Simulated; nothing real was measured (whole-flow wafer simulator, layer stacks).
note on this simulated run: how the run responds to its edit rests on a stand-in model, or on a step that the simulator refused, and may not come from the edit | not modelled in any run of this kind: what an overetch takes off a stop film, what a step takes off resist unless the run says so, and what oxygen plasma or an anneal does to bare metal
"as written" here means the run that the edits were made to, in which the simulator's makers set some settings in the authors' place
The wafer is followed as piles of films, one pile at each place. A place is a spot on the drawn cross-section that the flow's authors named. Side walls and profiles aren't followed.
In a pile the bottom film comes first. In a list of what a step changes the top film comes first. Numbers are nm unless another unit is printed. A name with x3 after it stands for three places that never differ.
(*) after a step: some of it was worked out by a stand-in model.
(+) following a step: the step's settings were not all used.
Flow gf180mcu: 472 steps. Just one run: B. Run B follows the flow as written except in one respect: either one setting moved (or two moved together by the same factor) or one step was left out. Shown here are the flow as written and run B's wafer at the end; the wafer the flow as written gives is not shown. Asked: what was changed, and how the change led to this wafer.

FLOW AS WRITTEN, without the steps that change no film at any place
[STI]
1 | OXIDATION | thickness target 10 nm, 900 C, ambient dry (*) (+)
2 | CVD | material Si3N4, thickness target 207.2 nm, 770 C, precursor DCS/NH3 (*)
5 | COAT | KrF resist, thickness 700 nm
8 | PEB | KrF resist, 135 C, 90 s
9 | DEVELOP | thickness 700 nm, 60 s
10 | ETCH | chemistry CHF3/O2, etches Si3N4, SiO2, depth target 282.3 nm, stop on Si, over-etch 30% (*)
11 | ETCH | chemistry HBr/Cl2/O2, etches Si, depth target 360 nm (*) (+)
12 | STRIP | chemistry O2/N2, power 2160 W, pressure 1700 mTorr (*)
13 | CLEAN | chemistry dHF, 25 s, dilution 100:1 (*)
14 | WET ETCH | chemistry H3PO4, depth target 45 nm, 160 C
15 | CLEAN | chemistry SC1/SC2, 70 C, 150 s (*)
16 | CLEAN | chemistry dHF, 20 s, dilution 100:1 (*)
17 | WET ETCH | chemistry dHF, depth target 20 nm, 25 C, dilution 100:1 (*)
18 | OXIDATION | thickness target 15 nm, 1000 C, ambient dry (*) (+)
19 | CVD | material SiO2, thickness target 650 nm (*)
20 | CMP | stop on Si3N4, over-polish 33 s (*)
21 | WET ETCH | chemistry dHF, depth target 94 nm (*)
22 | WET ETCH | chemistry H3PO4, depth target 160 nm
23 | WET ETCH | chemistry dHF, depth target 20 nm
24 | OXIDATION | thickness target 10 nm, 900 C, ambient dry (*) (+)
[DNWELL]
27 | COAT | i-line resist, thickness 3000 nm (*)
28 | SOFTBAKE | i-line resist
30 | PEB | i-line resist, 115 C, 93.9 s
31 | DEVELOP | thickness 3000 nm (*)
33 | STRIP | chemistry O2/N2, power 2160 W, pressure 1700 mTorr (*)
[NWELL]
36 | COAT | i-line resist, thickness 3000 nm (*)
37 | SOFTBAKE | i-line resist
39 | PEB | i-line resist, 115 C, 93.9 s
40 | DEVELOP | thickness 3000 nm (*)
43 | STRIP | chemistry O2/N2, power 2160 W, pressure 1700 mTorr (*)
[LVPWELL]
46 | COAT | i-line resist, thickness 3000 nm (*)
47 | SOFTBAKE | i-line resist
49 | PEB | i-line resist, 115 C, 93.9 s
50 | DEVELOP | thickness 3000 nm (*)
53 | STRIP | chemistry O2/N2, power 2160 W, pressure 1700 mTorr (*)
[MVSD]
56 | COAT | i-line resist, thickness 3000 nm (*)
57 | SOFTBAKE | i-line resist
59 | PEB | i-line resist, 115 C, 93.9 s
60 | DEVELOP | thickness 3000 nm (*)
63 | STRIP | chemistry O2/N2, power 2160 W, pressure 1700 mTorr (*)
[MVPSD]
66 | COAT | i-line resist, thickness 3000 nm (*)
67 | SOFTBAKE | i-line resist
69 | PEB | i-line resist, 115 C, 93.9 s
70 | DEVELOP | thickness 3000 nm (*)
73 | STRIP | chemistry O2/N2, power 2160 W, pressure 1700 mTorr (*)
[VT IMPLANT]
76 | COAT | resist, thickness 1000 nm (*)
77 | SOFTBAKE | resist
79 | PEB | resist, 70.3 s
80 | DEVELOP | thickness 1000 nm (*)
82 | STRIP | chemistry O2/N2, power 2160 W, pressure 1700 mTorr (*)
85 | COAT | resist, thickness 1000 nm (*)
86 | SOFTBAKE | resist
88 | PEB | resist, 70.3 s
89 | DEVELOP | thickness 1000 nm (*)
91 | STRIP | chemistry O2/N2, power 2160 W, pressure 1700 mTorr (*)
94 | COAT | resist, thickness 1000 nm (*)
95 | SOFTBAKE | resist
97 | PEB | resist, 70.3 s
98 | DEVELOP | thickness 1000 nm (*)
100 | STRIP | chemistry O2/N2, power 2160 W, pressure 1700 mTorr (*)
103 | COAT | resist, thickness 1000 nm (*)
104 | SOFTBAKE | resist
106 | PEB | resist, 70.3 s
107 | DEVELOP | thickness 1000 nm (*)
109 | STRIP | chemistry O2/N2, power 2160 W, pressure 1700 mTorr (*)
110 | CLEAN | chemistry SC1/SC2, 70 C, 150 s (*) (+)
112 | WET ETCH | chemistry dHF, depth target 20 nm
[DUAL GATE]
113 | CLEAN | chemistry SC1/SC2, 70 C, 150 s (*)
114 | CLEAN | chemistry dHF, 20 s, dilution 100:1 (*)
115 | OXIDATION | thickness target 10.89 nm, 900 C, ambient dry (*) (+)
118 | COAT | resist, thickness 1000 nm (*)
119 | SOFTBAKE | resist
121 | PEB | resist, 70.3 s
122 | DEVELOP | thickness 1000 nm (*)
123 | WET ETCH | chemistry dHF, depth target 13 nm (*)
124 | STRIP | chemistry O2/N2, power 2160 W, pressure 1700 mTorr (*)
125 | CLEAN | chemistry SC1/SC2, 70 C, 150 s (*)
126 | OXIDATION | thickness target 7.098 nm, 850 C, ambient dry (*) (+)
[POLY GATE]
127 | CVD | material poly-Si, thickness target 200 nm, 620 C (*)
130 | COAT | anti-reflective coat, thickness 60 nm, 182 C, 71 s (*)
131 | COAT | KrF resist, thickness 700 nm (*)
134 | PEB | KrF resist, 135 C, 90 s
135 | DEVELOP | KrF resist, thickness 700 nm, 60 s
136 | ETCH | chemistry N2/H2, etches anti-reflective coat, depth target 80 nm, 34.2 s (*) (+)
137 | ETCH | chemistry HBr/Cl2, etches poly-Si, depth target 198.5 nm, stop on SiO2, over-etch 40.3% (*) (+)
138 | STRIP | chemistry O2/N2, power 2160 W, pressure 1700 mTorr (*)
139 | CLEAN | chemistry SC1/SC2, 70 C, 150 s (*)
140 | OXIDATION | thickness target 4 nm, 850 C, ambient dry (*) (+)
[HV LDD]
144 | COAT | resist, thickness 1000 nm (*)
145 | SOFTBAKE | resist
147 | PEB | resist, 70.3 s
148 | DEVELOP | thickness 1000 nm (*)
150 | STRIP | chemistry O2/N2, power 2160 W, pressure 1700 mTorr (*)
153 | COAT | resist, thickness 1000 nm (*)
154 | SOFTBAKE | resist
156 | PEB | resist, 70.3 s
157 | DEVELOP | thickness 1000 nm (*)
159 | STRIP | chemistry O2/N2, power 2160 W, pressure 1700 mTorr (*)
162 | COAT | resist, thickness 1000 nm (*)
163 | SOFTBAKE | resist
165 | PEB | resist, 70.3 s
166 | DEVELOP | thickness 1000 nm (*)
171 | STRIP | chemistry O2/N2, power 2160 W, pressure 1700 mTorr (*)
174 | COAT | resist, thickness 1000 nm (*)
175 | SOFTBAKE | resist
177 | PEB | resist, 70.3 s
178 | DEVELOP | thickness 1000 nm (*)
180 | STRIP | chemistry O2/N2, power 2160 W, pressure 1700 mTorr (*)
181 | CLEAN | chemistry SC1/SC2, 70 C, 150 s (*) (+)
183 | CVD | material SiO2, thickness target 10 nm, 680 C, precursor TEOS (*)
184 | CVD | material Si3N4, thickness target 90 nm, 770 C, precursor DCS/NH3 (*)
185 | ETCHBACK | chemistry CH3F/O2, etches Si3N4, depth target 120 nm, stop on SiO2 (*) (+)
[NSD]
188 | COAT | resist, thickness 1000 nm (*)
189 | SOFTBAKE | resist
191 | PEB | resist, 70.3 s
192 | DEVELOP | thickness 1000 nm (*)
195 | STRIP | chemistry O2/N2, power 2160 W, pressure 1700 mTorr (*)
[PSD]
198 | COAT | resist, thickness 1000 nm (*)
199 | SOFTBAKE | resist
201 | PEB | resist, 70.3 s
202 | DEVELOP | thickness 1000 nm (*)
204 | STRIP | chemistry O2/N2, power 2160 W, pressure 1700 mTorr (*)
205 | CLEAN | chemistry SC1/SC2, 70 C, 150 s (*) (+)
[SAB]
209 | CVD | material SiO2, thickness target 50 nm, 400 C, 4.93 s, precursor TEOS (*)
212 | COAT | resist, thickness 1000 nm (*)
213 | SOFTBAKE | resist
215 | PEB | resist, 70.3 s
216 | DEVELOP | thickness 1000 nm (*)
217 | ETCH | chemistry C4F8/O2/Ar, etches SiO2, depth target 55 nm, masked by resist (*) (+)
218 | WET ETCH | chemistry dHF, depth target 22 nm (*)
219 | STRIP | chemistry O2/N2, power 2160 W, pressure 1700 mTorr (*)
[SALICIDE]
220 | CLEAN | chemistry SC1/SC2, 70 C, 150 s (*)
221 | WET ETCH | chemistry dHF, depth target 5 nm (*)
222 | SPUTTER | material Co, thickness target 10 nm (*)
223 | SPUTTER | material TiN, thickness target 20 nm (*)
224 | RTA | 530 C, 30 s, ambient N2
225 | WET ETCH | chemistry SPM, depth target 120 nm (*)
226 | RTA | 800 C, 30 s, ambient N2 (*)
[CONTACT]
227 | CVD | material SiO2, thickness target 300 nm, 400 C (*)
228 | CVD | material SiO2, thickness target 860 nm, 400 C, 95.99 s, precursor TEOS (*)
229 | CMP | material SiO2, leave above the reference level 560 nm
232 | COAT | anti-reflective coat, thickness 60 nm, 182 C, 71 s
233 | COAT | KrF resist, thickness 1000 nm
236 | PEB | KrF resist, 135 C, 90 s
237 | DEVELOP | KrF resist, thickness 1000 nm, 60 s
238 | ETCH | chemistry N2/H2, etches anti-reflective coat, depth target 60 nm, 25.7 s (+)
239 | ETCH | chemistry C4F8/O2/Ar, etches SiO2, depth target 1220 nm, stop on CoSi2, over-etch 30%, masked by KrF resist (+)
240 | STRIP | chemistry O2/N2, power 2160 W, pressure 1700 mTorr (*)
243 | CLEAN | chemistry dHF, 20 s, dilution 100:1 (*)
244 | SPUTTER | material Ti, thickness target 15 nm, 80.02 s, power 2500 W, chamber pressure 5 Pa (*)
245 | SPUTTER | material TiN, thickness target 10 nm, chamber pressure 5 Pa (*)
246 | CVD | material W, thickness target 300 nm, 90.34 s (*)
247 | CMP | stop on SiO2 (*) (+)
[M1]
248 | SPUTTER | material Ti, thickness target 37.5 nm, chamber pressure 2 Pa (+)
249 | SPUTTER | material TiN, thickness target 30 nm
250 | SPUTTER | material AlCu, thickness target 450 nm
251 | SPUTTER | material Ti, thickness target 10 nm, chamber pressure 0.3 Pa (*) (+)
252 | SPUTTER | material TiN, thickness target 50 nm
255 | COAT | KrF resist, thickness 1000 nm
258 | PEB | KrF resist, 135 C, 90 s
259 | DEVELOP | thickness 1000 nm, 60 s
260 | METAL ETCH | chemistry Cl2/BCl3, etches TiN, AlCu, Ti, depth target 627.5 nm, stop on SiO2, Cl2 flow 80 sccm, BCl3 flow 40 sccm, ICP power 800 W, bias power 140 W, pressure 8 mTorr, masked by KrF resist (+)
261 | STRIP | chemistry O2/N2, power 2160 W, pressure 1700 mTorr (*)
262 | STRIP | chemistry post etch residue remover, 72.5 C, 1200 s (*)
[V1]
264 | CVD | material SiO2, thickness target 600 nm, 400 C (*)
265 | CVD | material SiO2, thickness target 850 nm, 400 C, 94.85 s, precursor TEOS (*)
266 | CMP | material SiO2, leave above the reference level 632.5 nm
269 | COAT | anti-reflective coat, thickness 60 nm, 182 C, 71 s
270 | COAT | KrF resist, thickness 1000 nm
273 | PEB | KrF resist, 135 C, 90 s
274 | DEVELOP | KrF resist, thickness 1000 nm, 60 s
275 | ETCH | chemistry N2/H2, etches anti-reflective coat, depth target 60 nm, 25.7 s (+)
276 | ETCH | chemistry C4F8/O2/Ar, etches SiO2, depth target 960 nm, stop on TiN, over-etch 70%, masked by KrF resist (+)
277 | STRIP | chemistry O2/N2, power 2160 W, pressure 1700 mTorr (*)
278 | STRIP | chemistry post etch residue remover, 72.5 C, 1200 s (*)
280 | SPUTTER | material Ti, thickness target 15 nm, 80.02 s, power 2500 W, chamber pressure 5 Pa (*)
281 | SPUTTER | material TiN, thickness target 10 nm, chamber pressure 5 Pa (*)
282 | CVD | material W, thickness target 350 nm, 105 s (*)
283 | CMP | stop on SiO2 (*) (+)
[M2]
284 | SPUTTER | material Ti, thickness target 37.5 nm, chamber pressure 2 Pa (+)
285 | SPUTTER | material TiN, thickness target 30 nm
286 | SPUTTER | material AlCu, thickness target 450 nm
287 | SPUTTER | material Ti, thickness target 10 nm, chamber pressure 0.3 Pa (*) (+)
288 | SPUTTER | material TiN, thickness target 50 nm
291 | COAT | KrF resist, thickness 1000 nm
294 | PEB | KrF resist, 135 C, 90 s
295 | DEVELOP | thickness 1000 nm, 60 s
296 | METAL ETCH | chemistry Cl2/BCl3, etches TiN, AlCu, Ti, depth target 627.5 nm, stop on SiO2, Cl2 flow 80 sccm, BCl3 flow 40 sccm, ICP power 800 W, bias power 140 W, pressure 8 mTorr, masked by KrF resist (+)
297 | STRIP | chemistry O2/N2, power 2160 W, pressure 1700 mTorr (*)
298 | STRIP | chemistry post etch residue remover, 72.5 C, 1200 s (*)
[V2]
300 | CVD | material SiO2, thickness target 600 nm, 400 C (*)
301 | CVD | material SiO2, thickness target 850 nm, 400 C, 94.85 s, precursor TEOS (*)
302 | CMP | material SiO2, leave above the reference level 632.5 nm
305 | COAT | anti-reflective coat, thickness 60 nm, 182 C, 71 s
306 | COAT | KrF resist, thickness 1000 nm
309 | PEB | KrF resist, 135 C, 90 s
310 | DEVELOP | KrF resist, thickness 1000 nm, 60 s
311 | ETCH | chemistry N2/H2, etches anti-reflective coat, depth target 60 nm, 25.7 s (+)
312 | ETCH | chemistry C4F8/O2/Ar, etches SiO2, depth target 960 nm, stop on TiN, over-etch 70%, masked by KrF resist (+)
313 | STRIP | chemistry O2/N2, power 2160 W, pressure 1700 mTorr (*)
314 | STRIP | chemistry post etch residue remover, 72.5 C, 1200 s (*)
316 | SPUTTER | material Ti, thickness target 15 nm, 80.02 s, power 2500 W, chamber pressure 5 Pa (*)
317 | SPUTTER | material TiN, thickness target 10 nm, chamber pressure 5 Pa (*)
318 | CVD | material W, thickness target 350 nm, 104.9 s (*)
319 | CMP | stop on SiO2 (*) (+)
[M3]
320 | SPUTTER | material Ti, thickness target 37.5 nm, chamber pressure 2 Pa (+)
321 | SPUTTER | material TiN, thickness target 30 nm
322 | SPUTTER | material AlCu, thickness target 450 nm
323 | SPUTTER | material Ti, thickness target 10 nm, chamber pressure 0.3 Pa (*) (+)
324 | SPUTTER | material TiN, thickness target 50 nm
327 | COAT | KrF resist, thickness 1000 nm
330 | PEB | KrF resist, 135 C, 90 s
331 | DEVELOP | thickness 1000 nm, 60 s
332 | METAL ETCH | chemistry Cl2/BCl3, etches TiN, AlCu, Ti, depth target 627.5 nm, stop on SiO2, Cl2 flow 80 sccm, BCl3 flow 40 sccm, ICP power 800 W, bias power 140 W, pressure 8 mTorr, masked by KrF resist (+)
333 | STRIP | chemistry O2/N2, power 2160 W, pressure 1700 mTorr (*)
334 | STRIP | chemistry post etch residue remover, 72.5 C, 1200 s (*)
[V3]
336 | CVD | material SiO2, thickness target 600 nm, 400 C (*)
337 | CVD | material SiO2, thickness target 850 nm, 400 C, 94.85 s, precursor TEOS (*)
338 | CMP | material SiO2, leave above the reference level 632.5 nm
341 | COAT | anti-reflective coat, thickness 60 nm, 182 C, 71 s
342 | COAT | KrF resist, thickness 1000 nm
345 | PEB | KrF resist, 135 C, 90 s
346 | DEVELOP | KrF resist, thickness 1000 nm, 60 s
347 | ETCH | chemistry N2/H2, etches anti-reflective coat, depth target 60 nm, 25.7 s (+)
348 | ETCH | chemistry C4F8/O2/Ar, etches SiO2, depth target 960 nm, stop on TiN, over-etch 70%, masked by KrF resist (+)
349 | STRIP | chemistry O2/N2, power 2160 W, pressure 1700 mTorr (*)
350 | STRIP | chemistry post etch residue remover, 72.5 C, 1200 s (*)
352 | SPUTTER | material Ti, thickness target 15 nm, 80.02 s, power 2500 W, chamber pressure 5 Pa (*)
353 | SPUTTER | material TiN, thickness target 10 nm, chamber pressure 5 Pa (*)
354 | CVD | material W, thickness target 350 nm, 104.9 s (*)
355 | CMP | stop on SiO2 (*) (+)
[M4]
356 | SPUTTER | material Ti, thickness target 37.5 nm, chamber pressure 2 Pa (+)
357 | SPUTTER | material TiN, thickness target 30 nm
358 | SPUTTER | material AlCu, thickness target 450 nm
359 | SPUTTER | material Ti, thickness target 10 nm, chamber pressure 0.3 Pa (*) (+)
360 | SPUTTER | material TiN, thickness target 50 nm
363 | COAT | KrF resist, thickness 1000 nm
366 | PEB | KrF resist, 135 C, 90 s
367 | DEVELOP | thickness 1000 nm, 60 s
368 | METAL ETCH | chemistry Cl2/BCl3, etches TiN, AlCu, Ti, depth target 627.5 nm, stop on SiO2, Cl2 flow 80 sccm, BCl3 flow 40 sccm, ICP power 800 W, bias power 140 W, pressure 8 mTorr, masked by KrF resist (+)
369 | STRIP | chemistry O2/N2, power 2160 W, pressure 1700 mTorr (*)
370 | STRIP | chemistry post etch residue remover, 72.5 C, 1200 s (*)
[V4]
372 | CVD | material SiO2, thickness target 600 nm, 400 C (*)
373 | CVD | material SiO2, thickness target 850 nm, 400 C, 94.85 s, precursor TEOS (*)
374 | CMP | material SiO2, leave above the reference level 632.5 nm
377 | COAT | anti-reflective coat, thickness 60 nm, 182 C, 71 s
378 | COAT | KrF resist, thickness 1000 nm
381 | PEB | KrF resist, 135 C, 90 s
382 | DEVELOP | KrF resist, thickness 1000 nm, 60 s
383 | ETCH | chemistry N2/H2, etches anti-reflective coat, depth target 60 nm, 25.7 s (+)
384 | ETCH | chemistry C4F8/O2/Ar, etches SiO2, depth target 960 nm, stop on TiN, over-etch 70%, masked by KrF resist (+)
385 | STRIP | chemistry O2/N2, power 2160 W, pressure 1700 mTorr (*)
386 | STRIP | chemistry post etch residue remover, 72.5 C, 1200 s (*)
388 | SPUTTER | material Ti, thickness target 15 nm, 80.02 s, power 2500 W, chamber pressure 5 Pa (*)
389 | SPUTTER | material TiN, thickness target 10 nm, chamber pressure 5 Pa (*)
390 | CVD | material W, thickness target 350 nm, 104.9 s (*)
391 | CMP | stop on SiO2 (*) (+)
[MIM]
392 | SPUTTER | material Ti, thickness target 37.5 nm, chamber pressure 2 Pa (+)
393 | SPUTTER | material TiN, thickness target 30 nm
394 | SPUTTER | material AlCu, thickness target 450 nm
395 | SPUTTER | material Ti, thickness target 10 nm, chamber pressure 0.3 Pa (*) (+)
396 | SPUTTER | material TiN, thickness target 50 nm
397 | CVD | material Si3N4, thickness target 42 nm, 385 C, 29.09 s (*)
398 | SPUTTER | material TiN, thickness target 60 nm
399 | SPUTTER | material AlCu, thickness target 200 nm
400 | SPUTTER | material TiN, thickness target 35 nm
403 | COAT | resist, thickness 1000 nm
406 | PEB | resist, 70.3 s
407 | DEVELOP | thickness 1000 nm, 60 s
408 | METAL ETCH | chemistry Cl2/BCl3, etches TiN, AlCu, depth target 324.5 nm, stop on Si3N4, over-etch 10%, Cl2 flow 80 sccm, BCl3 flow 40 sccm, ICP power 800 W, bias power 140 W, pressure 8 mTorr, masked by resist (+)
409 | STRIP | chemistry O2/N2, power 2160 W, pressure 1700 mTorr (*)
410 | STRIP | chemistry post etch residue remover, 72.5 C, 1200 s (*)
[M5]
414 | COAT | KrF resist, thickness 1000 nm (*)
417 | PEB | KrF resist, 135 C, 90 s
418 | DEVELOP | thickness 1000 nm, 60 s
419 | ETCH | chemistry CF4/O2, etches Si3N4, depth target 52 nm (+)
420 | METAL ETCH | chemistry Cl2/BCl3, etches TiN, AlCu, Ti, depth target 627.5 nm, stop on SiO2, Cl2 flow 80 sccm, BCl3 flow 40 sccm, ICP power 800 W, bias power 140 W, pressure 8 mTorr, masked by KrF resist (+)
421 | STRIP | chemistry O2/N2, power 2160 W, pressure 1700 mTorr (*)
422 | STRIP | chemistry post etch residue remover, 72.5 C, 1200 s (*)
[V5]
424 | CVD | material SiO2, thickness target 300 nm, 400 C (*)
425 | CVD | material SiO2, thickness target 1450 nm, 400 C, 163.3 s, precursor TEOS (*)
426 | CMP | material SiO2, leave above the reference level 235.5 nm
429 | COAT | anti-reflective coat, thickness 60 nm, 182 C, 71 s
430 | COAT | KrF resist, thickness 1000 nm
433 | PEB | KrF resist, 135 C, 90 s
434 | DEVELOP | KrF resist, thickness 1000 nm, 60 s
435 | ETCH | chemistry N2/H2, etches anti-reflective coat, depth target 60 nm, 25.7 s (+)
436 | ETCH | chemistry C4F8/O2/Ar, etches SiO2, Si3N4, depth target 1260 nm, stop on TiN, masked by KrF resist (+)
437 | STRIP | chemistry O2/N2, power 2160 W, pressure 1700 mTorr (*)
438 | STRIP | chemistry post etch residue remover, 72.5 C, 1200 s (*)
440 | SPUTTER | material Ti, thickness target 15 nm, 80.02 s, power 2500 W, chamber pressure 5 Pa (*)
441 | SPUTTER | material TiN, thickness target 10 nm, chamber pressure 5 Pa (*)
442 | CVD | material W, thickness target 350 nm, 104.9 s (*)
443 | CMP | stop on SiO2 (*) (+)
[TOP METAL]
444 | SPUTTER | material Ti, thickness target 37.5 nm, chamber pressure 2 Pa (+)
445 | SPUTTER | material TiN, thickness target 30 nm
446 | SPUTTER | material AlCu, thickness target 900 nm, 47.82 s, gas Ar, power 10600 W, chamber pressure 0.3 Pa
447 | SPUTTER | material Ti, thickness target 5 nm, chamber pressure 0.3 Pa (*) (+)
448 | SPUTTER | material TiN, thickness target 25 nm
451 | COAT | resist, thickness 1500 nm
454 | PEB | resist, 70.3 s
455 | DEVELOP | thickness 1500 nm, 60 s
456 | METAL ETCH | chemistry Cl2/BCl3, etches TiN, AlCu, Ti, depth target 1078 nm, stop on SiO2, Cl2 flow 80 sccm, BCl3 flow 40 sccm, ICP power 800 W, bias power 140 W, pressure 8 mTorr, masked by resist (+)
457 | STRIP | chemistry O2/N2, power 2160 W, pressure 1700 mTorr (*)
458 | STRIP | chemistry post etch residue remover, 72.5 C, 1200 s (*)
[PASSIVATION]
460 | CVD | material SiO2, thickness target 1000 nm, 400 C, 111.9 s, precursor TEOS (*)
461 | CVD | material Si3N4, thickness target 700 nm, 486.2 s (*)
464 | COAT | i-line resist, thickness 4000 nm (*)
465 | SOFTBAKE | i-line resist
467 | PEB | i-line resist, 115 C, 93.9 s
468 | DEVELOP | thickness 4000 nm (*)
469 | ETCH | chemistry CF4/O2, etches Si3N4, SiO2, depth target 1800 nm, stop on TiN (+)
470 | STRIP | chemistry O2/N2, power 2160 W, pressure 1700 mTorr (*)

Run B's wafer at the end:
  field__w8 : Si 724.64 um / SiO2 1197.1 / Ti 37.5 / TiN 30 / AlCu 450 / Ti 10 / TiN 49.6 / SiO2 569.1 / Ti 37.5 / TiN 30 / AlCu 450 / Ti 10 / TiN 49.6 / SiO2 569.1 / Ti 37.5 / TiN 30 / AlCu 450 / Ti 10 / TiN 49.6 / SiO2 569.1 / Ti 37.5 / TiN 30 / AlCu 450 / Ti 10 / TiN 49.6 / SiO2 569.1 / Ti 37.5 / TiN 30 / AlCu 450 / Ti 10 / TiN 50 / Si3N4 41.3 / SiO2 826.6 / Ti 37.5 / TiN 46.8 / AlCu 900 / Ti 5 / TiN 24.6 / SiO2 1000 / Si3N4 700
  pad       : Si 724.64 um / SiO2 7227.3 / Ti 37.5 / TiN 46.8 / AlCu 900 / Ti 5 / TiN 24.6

What caused this: step 445, SPUTTER: thickness target 46.8 nm was run, whereas the flow has thickness target 30 nm.
The wafer lets one read it off: field__w8 has TiN 46.8, and step 445 as written asks for 30 nm.

How this came from the change, step by step:
  445 | SPUTTER | material TiN, thickness target 30 nm
      field, field__w1, field__w2 and 109 more: +46.8 TiN (new film) (as written it would have been: +30 TiN (new film))
  456 | METAL ETCH | chemistry Cl2/BCl3, etches TiN, AlCu, Ti, depth target 1078 nm, stop on SiO2, Cl2 flow 80 sccm, BCl3 flow 40 sccm, ICP power 800 W, bias power 140 W, pressure 8 mTorr, masked by resist (+)
      field, field__w1, field__w2 and 103 more: -25 TiN (all of it), -5 Ti (all of it), -900 AlCu (all of it), -46.8 TiN (all of it), -37.5 Ti (all of it) (as written it would have been: -25 TiN (all of it), -5 Ti (all of it), -900 AlCu (all of it), -30 TiN (all of it), -37.5 Ti (all of it))
  465 | SOFTBAKE | i-line resist
      gate: -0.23 i-line resist (as written it would have been: +1.79 i-line resist)
      field__w11, field__w13: +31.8 i-line resist (as written it would have been: +37.6 i-line resist)
      (as well as at 64 more places)
